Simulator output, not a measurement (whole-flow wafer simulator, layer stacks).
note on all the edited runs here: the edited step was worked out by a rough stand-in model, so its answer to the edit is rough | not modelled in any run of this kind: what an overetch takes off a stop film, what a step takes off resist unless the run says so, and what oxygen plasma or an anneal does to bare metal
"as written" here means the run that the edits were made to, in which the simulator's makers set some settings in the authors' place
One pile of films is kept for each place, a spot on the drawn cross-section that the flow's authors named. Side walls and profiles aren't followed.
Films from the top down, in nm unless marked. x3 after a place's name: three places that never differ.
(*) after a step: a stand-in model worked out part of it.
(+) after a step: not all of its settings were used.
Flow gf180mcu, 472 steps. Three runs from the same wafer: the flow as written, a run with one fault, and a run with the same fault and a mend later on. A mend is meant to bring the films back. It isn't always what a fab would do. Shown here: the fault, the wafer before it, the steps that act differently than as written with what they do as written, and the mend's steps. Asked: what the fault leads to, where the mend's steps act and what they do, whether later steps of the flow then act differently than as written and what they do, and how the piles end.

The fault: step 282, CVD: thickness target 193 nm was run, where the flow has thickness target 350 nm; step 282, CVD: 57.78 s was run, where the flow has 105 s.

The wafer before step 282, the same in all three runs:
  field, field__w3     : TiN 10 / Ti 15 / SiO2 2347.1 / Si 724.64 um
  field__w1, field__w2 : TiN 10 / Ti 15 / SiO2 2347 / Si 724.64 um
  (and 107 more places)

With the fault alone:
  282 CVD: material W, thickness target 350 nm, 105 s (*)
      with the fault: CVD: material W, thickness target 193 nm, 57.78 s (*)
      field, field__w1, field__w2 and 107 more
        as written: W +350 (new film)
        with the fault: W +193.6 (new film)
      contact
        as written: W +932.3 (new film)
        with the fault: W +775.9 (new film)
  Later steps of the flow that act differently than as written:
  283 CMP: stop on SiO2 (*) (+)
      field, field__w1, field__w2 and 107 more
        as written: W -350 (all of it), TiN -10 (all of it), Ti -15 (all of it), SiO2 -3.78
        with the fault: W -193.6 (all of it), TiN -10 (all of it), Ti -15 (all of it), SiO2 -2.21
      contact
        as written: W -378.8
        with the fault: W -220.8
  At the end the piles differ from the flow's only slightly at the places that both follow, by at most 2% or 0.5 nm, whichever is larger.

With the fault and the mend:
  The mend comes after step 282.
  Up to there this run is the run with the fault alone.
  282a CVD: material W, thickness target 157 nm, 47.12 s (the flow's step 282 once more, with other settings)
      field, field__w1, field__w2 and 108 more
        W +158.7
  No later step of the flow acts differently than as written, at any place that is followed, by more than 2% or 0.5 nm, whichever is larger.
  At the end the piles differ from the flow's only slightly at the places that both follow, by at most 2% or 0.5 nm, whichever is larger.
